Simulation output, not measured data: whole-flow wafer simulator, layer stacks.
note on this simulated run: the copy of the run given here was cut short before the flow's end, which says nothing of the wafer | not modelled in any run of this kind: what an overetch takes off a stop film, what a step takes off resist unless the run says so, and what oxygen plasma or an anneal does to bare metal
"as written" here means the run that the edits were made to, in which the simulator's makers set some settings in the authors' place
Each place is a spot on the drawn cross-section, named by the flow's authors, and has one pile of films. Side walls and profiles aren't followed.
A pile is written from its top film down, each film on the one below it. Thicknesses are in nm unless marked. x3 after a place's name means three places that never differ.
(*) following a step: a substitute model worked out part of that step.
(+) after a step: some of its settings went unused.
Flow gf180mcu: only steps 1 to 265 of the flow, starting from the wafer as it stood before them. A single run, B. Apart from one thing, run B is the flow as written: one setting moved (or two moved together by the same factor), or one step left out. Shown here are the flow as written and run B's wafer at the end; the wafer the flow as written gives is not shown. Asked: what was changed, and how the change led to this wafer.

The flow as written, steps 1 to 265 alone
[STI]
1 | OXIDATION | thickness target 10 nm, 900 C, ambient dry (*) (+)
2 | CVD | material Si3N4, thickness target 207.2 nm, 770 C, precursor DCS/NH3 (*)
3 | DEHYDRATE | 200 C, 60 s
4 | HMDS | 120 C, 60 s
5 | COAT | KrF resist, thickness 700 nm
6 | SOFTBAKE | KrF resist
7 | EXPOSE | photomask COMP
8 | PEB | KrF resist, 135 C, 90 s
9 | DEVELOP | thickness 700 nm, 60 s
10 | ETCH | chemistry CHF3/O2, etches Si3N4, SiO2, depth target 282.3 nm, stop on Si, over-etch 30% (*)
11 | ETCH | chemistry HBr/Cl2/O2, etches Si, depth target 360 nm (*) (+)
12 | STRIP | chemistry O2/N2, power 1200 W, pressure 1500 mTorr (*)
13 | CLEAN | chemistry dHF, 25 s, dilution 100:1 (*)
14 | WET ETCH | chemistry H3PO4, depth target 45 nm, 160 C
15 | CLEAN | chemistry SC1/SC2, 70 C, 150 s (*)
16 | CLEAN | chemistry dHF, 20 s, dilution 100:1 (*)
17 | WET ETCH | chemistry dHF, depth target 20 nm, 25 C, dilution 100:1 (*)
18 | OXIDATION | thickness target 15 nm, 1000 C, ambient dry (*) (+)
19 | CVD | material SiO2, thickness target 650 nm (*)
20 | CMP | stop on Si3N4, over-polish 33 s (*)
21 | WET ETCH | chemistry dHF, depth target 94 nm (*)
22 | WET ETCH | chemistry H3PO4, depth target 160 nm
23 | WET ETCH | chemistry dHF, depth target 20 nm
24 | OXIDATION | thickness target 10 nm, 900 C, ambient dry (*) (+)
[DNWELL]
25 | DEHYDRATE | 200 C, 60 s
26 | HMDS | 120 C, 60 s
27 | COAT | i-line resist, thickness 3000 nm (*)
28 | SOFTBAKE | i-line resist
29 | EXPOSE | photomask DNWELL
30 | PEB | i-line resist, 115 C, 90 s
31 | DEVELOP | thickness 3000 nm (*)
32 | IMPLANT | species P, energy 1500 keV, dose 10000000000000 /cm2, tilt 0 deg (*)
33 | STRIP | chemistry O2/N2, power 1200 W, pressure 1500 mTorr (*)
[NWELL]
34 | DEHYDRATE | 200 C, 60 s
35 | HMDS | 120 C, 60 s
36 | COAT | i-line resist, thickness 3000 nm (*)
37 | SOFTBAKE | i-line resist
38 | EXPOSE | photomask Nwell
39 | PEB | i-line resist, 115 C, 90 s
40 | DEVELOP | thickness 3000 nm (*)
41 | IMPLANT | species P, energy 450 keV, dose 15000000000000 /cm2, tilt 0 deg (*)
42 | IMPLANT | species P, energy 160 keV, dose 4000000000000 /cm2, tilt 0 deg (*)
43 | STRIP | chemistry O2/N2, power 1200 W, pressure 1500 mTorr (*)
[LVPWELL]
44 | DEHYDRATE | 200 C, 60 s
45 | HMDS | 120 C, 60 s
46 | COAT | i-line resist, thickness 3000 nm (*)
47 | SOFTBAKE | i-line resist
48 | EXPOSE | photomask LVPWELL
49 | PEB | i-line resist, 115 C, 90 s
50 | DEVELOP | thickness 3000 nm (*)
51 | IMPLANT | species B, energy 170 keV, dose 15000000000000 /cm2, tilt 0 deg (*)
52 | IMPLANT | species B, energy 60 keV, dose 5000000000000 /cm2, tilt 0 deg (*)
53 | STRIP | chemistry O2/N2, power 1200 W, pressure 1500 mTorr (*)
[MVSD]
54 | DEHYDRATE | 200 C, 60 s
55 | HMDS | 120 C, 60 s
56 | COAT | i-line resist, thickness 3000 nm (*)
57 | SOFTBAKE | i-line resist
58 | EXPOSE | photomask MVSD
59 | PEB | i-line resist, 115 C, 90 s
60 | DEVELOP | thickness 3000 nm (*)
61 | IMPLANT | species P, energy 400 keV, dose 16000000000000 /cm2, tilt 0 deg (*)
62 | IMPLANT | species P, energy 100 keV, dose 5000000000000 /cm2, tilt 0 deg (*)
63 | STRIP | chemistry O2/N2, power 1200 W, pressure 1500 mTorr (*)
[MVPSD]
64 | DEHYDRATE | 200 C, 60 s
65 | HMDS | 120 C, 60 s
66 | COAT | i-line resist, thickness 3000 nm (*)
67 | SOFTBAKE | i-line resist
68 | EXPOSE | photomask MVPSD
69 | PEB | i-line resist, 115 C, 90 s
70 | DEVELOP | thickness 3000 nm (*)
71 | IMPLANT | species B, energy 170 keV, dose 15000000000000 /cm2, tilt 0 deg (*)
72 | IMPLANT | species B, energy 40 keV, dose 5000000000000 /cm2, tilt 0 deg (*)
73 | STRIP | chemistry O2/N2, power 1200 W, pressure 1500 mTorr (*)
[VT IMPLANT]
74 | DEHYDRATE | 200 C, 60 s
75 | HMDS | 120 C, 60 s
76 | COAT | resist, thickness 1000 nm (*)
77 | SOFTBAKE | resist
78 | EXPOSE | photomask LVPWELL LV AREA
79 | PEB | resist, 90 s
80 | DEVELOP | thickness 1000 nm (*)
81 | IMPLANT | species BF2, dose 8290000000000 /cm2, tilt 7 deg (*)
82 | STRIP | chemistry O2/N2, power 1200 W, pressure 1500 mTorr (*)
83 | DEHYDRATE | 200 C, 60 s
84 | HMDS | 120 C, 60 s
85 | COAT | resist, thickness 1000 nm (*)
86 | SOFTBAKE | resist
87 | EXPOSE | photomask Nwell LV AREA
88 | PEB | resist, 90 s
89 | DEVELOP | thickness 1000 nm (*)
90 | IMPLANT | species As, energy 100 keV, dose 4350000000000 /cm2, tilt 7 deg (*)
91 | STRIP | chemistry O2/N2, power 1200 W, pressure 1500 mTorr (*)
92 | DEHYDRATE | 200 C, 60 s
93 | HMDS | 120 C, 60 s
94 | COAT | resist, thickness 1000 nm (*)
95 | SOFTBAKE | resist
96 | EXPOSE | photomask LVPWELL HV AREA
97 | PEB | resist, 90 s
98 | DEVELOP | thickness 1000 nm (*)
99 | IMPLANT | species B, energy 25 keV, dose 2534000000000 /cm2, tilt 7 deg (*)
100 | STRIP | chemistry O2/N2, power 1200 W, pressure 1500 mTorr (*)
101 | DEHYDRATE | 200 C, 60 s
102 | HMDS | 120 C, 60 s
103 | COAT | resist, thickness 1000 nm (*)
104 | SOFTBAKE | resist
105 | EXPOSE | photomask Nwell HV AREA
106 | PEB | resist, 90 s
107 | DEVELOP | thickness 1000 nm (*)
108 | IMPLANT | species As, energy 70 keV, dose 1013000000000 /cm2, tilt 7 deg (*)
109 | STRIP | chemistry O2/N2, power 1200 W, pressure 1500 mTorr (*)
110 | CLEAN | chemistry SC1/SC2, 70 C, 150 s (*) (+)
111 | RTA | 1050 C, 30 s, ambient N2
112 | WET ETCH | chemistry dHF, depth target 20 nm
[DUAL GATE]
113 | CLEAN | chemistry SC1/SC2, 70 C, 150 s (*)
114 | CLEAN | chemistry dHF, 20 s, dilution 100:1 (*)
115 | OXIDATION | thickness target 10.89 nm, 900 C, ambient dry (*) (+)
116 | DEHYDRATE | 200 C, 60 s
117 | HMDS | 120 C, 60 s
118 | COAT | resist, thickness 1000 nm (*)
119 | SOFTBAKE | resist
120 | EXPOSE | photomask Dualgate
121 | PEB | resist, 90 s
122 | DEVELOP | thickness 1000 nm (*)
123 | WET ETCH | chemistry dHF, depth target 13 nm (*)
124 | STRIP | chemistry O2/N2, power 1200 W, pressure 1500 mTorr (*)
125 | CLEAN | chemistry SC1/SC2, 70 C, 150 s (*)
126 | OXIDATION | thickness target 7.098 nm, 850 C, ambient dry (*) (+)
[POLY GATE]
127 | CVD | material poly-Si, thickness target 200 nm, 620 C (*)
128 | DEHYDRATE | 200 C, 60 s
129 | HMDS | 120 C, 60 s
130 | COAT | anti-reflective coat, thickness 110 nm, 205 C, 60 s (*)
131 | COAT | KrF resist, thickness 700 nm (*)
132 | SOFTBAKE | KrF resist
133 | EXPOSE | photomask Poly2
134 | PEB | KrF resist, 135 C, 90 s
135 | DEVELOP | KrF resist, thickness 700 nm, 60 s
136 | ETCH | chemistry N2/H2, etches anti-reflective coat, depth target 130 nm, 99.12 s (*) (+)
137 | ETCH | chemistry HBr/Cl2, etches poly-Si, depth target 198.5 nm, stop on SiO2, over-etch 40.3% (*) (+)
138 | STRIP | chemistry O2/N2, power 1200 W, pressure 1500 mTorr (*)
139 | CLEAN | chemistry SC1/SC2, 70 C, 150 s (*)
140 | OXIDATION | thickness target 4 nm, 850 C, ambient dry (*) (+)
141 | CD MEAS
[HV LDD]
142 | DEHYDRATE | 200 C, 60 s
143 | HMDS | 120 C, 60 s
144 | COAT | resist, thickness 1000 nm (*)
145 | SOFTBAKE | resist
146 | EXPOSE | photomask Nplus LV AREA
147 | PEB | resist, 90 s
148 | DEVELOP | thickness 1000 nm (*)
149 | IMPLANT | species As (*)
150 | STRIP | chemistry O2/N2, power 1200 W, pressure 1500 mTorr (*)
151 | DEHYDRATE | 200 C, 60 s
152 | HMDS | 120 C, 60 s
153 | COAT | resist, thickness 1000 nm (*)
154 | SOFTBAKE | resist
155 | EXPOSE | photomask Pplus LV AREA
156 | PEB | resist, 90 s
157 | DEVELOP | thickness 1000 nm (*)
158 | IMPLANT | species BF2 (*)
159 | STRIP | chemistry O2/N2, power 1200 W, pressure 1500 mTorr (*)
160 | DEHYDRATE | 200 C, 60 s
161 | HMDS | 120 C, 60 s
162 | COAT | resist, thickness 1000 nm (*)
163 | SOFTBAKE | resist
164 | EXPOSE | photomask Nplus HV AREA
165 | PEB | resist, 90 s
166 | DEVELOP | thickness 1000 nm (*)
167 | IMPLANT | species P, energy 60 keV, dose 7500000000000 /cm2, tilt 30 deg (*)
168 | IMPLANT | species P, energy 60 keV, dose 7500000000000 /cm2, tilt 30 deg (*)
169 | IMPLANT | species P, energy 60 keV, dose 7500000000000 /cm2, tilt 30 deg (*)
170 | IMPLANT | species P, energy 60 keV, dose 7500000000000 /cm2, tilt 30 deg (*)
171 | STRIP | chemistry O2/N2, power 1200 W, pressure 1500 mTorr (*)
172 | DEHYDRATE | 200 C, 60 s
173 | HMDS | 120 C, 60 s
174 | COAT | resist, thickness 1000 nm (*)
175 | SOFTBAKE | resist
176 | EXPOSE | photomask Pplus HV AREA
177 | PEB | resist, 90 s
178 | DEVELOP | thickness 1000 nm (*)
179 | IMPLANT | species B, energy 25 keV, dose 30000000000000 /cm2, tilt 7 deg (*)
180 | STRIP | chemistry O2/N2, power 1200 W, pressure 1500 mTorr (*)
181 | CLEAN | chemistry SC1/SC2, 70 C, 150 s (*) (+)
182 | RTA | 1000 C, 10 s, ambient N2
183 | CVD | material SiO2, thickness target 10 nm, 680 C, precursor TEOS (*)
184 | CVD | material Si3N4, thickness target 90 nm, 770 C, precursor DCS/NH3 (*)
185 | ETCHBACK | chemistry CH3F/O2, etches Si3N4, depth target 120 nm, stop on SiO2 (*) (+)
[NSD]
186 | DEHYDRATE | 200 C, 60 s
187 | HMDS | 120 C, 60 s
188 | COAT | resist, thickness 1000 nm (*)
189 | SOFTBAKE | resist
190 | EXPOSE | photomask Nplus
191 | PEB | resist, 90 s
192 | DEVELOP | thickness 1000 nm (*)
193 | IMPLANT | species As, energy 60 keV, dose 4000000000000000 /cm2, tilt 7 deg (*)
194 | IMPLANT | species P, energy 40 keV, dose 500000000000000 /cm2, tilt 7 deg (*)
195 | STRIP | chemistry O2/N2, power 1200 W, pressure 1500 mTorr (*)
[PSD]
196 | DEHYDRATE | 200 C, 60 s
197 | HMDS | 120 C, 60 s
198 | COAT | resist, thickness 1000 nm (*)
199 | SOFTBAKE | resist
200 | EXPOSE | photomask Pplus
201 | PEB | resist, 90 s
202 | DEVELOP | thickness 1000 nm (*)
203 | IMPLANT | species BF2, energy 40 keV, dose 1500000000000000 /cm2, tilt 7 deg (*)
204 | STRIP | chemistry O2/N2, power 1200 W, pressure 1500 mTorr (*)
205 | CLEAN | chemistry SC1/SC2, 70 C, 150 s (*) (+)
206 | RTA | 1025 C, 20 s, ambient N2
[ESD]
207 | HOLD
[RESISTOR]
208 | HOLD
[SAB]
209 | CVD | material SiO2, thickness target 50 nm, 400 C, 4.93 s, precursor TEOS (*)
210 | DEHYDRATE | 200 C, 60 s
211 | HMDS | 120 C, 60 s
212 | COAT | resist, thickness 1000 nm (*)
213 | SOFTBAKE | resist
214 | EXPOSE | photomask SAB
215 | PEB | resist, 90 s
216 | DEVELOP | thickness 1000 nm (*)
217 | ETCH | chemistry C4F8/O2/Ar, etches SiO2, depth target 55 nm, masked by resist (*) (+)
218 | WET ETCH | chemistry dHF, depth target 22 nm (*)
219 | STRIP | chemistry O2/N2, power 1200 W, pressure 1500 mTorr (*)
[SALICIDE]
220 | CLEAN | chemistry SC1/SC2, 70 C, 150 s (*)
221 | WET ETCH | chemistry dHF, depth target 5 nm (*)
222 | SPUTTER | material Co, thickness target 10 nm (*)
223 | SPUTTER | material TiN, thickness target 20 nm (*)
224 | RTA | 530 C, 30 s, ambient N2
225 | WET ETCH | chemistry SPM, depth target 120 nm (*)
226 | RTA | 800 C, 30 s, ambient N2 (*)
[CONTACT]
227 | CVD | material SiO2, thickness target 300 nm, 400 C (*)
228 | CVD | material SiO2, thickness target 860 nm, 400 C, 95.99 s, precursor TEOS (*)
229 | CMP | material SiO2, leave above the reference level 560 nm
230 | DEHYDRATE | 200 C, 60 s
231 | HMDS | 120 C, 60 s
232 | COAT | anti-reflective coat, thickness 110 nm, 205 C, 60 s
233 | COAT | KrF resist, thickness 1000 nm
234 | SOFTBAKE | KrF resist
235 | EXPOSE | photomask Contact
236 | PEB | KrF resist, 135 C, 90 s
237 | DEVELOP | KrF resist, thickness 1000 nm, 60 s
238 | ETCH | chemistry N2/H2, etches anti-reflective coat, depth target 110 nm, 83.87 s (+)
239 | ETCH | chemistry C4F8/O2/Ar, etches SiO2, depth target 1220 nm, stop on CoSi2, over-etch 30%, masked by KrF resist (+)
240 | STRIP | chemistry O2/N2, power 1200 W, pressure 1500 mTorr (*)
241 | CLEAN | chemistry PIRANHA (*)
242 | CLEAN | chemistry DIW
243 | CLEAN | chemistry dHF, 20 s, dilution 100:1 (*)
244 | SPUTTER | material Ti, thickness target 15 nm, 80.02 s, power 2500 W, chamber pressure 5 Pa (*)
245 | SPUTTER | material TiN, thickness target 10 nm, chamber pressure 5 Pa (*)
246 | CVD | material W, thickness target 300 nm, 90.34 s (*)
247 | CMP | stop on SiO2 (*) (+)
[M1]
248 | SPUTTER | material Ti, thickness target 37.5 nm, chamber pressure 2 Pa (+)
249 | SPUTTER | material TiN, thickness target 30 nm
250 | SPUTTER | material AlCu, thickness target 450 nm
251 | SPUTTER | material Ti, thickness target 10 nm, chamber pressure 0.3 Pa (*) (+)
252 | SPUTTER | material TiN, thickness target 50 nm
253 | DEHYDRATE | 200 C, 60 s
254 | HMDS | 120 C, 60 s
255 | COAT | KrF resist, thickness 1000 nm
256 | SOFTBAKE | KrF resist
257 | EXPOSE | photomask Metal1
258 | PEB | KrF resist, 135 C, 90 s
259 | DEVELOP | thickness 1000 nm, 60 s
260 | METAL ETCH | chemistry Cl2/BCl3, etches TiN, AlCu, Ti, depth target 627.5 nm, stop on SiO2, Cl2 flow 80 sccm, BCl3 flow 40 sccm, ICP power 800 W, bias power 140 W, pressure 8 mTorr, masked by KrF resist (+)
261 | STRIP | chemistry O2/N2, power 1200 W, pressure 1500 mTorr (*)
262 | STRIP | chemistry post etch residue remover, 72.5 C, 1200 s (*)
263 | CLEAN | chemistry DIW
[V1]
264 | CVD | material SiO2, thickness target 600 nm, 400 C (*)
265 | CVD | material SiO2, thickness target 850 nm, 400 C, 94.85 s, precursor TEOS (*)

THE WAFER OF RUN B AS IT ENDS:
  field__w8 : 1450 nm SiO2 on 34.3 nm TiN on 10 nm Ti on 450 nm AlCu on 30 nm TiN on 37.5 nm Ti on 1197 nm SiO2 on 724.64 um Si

What caused this: step 252, SPUTTER: thickness target 34.7 nm was run, whereas the flow has thickness target 50 nm.

Step by step, how the change led to this:
  252 | SPUTTER | material TiN, thickness target 50 nm
      field, field__w1, field__w2 and 108 more: +34.7 TiN (new film) (as written it would have been: +50 TiN (new film))
  260 | METAL ETCH | chemistry Cl2/BCl3, etches TiN, AlCu, Ti, depth target 627.5 nm, stop on SiO2, Cl2 flow 80 sccm, BCl3 flow 40 sccm, ICP power 800 W, bias power 140 W, pressure 8 mTorr, masked by KrF resist (+)
      field, field__w1, field__w2 and 99 more: -34.7 TiN (all of it), -10 Ti (all of it), -450 AlCu (all of it), -30 TiN (all of it), -37.5 Ti (all of it) (as written it would have been: -50 TiN (all of it), -10 Ti (all of it), -450 AlCu (all of it), -30 TiN (all of it), -37.5 Ti (all of it))
